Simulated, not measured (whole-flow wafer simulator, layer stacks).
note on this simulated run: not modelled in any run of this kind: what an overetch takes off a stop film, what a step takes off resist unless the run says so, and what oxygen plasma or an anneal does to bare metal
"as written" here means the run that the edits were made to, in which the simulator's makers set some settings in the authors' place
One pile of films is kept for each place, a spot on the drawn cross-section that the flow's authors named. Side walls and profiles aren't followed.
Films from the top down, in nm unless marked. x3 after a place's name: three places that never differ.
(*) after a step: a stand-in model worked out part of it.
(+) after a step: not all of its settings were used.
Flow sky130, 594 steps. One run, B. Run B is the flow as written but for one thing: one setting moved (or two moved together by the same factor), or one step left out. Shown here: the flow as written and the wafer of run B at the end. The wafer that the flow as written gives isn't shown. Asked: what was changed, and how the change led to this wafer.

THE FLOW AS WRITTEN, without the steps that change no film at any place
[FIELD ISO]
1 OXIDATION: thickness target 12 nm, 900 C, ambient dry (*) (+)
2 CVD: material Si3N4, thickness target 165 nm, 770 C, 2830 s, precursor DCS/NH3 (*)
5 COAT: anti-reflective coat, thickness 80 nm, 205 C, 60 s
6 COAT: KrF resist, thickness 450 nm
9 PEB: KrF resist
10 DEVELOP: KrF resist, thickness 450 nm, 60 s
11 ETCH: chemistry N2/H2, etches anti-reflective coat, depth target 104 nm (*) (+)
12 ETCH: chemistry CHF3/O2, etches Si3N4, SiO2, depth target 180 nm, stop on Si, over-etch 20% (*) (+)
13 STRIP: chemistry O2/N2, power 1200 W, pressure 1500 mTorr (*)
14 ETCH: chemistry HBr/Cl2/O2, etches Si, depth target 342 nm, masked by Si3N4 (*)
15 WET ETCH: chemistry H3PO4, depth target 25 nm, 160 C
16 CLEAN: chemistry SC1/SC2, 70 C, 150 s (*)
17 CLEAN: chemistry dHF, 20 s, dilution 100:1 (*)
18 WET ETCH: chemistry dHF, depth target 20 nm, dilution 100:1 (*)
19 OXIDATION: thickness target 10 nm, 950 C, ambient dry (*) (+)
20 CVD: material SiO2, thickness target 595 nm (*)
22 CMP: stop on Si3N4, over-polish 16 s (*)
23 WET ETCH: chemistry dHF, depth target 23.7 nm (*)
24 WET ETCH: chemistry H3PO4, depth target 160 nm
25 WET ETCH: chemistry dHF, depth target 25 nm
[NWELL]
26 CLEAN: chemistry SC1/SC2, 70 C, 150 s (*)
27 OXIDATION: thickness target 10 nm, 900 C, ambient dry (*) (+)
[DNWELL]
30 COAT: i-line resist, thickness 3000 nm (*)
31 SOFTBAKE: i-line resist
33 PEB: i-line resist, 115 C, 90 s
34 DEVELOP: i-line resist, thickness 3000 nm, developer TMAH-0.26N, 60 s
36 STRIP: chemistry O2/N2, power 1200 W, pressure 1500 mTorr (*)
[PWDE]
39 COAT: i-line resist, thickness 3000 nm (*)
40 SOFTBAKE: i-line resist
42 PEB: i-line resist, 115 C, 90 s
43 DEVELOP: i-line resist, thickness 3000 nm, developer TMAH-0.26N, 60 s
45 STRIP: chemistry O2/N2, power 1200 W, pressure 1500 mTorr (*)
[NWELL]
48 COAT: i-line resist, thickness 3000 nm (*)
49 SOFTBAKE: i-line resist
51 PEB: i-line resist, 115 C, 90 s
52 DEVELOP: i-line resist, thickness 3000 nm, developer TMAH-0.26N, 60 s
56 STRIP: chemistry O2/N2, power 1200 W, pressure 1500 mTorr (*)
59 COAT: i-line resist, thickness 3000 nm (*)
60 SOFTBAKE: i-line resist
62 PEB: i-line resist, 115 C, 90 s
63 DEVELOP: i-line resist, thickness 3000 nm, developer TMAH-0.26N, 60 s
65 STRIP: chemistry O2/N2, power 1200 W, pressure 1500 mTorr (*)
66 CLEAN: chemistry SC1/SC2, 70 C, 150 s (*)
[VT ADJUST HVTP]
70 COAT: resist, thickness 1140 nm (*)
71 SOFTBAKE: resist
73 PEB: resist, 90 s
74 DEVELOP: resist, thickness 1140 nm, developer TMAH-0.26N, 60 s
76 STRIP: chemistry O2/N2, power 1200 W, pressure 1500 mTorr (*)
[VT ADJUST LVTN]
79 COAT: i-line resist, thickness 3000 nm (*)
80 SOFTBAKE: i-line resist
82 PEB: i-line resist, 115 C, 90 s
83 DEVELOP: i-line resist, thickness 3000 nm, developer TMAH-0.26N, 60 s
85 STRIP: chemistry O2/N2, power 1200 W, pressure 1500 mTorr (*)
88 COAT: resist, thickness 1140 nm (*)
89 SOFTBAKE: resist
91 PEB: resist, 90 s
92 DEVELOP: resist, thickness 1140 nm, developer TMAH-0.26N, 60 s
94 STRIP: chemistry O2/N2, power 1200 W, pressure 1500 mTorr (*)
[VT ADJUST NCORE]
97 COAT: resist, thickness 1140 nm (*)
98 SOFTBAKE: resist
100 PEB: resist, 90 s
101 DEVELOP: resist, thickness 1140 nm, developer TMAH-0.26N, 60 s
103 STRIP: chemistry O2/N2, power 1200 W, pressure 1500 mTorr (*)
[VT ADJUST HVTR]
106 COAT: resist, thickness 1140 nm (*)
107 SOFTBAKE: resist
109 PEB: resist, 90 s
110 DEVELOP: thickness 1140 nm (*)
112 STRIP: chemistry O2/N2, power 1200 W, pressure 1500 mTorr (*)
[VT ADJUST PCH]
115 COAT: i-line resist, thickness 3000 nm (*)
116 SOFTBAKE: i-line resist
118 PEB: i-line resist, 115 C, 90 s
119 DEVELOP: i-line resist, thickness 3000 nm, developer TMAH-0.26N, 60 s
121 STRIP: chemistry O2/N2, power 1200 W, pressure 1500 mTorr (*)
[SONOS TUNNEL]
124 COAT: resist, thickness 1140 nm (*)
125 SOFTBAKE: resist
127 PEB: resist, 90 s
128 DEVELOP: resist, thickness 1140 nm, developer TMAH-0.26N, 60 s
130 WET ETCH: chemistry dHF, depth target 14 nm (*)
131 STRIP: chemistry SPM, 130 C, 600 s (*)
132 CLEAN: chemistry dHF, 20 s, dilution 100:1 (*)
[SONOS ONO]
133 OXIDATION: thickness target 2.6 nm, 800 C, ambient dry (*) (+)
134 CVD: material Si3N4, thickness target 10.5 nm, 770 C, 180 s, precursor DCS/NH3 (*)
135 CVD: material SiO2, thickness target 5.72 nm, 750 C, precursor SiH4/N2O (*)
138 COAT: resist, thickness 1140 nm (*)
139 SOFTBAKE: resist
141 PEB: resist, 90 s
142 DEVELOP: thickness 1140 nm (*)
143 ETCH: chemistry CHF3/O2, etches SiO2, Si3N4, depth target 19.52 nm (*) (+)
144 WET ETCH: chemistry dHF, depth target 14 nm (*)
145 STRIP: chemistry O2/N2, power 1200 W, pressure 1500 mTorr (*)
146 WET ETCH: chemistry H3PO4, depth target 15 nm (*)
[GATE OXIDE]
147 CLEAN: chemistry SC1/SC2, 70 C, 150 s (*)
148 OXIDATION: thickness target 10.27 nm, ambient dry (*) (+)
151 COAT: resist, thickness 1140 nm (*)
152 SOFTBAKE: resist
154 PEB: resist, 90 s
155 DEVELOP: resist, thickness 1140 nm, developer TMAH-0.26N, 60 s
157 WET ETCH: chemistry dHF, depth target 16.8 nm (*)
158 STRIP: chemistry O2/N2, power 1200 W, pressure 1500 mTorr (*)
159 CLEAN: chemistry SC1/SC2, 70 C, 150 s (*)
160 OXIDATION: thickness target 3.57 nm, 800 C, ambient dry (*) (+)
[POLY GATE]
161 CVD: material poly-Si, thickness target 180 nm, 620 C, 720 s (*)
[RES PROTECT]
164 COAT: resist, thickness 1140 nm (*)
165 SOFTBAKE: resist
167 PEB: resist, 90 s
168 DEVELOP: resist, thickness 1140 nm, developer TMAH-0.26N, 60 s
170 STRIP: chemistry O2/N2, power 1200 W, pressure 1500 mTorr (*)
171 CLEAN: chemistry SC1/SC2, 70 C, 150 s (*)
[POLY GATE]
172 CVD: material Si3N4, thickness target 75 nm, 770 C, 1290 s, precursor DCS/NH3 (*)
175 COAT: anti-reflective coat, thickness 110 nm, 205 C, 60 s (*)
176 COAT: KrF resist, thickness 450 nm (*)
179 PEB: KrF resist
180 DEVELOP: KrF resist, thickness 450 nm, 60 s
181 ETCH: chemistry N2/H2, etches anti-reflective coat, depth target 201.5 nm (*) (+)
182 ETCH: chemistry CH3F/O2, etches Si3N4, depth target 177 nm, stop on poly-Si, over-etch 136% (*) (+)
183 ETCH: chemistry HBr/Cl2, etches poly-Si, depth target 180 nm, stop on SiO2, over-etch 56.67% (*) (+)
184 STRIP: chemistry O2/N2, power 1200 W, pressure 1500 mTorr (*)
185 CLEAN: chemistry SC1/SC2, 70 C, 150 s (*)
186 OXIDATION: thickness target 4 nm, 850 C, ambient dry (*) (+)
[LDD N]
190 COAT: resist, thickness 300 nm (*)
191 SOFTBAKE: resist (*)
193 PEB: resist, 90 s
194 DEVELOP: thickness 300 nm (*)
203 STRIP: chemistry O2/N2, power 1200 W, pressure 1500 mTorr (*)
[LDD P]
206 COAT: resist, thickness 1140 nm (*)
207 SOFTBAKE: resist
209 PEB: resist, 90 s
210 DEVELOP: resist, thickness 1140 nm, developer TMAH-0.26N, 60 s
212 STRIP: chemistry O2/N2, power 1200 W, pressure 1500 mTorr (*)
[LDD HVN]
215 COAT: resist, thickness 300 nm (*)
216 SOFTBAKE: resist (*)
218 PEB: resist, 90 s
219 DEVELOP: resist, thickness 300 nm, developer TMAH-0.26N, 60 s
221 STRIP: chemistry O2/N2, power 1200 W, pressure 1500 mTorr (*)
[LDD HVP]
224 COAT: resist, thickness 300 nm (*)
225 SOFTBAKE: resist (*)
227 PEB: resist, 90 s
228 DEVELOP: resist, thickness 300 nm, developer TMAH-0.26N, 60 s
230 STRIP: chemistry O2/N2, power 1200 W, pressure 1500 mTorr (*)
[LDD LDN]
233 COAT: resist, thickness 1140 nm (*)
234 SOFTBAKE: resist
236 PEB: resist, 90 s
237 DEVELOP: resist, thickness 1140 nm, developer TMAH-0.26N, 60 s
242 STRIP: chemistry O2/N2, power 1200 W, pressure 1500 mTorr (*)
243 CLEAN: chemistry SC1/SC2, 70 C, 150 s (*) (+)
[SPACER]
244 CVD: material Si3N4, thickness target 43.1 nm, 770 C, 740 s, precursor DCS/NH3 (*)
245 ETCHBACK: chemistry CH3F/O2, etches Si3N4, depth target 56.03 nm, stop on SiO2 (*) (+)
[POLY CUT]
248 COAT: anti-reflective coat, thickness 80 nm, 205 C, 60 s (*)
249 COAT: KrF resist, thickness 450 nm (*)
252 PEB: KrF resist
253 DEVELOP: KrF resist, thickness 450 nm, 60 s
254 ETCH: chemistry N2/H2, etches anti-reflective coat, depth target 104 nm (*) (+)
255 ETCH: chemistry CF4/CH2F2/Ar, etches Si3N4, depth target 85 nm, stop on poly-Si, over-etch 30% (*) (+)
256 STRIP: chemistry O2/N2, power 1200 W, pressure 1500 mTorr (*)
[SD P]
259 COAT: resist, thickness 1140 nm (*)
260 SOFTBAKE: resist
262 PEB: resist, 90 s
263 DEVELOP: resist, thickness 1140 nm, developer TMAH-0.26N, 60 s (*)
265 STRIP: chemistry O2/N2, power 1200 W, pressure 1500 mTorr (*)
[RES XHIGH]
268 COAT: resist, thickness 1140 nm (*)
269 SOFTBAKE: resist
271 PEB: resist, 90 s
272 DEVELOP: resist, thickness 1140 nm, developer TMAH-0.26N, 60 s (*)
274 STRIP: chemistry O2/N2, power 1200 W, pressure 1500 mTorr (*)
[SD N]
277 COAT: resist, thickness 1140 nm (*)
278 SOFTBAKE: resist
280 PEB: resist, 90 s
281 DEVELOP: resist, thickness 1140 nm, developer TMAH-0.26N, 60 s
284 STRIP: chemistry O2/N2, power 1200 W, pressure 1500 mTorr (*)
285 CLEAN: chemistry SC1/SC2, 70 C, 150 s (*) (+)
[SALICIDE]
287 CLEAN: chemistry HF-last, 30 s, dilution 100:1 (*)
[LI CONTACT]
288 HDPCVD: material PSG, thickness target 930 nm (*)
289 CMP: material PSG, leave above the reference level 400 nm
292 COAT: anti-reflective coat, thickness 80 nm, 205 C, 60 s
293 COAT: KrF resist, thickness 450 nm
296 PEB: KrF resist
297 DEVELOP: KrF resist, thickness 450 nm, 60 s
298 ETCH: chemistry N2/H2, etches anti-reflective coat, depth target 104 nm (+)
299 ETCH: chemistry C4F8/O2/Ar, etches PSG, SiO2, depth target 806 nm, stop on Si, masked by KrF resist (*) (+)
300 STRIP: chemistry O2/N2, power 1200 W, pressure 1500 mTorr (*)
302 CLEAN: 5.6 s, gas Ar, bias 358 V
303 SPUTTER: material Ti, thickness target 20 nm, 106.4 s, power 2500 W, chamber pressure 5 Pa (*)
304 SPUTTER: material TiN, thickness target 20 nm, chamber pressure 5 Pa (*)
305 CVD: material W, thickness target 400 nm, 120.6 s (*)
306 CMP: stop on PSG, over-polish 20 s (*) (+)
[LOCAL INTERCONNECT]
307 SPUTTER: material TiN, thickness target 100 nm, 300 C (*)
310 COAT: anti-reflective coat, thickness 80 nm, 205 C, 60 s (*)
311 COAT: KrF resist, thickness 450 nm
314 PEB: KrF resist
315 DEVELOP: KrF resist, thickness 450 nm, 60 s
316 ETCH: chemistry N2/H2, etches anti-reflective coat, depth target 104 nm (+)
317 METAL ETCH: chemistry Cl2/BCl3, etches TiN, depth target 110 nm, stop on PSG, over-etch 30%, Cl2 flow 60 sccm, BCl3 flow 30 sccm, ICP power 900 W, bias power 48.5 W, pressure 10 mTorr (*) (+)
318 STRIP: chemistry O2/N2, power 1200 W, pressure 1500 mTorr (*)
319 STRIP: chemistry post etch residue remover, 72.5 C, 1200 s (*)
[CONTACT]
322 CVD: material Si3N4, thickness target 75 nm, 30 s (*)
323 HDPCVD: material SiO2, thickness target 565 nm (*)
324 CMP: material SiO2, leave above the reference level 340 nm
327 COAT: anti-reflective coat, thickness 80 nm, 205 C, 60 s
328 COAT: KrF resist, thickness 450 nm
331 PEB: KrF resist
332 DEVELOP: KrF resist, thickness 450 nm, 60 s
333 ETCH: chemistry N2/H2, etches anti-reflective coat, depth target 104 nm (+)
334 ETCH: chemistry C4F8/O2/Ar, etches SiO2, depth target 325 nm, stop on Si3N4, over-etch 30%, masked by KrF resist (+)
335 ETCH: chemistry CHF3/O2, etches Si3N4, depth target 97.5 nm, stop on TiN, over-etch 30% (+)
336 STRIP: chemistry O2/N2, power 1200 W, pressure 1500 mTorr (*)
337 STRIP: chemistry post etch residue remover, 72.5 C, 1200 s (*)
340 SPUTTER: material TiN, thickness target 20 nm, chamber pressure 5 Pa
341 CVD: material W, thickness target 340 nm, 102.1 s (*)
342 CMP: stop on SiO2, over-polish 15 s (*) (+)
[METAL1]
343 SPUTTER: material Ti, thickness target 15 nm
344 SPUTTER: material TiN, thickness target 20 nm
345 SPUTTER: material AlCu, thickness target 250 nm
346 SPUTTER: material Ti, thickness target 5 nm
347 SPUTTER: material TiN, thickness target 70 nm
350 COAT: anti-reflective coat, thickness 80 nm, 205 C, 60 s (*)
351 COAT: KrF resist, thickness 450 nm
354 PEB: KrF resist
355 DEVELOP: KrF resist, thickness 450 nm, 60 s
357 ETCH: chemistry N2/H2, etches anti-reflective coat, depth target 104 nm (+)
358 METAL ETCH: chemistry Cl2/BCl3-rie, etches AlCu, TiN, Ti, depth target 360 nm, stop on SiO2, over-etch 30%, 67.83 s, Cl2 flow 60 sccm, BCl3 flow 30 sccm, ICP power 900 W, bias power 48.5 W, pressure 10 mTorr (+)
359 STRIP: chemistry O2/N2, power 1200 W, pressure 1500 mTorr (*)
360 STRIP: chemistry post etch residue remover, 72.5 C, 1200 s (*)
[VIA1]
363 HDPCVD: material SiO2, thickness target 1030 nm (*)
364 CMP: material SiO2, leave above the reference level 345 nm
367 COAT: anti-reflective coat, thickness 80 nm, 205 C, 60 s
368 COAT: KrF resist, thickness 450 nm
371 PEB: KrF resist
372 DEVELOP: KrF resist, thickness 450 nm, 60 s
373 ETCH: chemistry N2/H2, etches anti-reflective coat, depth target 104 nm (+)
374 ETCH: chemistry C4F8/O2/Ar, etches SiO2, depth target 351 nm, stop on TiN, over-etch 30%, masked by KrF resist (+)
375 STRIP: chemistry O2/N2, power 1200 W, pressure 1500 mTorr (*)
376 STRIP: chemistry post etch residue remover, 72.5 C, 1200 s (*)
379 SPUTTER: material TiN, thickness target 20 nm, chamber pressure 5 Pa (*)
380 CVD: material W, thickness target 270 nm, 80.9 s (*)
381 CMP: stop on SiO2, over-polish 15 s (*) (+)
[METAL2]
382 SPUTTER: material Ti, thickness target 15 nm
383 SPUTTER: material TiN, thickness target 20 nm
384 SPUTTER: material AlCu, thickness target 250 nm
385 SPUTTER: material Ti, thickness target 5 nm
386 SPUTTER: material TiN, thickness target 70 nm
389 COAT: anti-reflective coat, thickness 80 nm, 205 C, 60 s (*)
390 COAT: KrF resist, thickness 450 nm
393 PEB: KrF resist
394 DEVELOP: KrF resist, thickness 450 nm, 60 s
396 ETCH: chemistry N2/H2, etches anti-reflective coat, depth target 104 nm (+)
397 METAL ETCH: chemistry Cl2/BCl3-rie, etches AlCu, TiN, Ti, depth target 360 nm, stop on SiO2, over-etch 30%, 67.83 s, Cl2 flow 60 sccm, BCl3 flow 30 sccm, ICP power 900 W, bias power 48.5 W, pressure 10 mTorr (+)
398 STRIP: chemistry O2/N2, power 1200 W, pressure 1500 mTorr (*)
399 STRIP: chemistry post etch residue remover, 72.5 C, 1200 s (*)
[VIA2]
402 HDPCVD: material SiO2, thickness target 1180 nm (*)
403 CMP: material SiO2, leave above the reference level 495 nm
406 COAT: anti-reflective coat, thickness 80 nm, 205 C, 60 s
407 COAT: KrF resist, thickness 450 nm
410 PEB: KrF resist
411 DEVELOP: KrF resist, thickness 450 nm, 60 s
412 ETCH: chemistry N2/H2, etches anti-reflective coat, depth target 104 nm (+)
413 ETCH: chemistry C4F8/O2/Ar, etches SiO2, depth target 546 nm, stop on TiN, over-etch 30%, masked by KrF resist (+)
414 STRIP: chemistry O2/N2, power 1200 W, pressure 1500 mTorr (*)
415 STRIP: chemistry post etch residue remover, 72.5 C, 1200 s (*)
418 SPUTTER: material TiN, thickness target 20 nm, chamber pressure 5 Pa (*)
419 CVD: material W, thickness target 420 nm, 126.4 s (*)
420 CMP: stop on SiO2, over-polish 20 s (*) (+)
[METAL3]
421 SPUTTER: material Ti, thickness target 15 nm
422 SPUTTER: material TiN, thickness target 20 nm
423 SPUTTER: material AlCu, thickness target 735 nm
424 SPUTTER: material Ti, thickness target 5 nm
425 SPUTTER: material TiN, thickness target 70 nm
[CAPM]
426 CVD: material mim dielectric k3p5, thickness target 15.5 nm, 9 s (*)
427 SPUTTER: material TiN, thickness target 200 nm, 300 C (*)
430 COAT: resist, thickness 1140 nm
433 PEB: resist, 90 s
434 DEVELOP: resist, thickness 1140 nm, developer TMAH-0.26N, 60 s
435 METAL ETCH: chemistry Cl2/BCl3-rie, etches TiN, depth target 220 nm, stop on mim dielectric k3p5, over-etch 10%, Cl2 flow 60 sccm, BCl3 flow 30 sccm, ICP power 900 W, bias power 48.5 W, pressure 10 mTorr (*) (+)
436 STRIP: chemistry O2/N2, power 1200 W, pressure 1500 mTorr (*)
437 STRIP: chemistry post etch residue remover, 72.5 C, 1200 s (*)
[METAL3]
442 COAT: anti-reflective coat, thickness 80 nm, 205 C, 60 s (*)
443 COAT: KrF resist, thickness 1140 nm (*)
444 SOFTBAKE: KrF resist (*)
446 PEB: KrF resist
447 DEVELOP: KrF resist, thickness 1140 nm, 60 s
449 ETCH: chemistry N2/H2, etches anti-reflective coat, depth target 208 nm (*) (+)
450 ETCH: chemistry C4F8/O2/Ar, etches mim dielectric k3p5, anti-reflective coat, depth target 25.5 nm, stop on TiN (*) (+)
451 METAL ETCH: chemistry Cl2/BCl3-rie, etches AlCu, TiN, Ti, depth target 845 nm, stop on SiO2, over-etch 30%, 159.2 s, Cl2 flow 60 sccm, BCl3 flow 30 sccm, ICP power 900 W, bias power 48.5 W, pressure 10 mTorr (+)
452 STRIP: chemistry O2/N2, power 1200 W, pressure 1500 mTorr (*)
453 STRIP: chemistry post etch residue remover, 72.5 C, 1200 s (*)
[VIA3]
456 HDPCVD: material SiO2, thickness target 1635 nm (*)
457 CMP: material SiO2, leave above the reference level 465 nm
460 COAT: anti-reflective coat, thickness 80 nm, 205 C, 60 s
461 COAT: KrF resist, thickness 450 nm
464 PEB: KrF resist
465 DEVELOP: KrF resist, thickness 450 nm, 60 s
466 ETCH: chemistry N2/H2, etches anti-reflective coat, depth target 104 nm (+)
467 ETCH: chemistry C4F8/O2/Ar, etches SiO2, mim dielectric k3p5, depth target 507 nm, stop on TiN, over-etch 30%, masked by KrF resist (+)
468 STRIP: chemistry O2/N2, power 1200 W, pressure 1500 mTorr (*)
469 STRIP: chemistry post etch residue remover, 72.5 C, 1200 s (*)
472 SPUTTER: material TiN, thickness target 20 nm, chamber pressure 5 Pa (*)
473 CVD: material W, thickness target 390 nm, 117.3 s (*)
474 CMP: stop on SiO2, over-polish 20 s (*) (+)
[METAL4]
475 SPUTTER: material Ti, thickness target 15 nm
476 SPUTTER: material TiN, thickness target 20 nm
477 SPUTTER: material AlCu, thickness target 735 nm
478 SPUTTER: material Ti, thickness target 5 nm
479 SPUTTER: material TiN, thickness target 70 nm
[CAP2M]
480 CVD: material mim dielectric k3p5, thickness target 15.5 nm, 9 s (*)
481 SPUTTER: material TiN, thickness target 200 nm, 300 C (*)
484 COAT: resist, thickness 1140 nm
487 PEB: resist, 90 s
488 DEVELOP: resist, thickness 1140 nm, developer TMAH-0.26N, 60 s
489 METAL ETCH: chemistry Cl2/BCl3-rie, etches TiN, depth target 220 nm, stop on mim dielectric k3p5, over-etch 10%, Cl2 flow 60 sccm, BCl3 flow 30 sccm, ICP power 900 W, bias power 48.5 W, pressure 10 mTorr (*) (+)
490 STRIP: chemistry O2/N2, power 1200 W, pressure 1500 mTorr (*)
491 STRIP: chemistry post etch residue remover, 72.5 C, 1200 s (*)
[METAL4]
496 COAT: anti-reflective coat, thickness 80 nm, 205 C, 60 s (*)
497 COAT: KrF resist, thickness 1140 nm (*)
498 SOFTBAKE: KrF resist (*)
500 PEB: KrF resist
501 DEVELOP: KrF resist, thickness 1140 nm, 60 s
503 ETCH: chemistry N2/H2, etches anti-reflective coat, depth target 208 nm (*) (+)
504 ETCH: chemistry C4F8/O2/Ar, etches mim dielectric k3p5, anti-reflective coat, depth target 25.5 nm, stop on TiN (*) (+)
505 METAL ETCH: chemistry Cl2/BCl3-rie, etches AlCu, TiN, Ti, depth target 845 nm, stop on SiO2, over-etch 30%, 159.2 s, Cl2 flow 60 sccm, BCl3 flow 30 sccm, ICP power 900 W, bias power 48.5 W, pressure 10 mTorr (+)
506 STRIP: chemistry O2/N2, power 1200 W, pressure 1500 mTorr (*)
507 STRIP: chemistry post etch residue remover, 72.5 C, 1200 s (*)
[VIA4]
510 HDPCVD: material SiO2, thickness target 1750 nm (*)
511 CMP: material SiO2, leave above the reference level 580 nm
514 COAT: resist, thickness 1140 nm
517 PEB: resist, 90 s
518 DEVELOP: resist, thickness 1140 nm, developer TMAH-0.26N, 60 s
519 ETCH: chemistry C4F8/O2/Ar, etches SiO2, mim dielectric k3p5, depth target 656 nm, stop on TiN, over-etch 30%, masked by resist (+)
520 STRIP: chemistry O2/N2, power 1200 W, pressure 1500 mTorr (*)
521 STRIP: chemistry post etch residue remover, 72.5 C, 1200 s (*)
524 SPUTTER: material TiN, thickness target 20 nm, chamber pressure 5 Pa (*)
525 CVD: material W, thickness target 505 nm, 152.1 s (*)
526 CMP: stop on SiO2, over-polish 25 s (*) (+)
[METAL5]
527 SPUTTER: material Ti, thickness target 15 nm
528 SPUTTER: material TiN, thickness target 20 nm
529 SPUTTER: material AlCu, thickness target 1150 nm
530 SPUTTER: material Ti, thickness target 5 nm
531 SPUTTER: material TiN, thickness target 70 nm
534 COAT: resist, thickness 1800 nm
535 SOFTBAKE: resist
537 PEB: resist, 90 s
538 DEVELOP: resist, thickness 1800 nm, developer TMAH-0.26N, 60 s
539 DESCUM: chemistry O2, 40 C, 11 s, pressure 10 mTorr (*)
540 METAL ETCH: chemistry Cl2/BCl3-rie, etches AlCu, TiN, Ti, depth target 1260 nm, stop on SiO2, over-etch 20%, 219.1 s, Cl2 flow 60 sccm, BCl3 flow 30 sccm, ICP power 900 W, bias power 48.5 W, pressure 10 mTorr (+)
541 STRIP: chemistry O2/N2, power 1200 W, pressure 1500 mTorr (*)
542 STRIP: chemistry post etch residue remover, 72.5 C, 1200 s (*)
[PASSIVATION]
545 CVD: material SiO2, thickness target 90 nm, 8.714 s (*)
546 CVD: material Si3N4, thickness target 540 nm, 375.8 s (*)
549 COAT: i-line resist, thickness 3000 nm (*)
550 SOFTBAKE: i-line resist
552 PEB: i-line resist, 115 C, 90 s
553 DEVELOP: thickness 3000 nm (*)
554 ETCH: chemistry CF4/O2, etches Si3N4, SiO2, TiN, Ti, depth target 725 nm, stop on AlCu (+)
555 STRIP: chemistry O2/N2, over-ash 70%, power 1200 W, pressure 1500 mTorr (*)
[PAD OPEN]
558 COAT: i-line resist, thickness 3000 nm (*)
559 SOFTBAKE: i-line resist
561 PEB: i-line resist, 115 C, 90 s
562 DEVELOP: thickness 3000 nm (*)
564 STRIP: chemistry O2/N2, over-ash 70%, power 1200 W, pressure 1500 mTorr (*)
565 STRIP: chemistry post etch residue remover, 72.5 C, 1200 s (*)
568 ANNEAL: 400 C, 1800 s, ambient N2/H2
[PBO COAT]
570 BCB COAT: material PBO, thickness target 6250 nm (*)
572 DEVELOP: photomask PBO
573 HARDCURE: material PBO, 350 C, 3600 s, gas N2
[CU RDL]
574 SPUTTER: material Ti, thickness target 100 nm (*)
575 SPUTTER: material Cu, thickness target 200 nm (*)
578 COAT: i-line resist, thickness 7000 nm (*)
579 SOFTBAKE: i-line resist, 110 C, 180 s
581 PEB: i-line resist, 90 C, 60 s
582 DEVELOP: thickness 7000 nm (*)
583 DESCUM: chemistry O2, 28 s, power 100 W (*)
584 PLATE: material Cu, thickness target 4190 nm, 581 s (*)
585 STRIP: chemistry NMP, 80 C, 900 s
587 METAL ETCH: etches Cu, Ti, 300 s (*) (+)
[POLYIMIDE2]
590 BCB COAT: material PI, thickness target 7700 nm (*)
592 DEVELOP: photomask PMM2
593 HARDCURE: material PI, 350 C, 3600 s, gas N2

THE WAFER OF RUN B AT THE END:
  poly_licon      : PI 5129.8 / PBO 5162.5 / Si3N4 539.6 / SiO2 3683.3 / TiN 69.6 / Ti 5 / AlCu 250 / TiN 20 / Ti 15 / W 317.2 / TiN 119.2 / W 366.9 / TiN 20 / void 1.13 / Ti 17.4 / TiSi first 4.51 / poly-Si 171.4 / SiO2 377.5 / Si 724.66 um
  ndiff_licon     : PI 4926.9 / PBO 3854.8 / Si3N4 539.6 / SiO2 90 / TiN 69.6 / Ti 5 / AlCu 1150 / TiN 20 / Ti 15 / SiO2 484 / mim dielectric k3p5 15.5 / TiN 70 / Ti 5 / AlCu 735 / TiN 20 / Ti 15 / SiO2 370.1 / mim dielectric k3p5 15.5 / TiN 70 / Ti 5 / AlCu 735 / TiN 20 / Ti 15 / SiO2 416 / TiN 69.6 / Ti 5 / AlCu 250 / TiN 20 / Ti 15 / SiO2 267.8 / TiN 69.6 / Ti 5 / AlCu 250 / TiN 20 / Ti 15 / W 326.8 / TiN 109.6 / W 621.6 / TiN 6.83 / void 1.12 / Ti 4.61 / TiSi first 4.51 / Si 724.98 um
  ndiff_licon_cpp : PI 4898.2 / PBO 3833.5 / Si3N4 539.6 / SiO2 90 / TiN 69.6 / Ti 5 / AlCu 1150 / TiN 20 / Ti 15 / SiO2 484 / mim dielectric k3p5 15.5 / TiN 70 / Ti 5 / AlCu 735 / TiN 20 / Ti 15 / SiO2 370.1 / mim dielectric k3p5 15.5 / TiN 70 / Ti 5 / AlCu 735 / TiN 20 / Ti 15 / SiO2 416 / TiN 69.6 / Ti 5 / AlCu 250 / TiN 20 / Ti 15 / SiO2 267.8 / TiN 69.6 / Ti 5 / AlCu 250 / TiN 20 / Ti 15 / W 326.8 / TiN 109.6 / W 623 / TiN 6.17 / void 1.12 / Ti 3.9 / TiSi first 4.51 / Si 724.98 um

The cause: step 568, ANNEAL: 366 C was run, where the flow has 400 C.

How the change led to this, step by step:
  568 ANNEAL: 400 C, 1800 s, ambient N2/H2
      poly_licon, rpo_hd_licon: under 11 films: void +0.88 (new film), Ti -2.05, TiSi first +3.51 (new film), poly-Si -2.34 (as written it would be: under 11 films: void +1.54 (new film), Ti -3.59, TiSi first +6.13 (new film), poly-Si -4.08)
      ndiff_licon, ndiff_licon_cpp: under 37 films: void +0.87 (new film), Ti -2.05, TiSi first +3.51 (new film), Si -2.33 (as written it would be: under 37 films: void +1.52 (new film), Ti -3.59, TiSi first +6.13 (new film), Si -4.07)
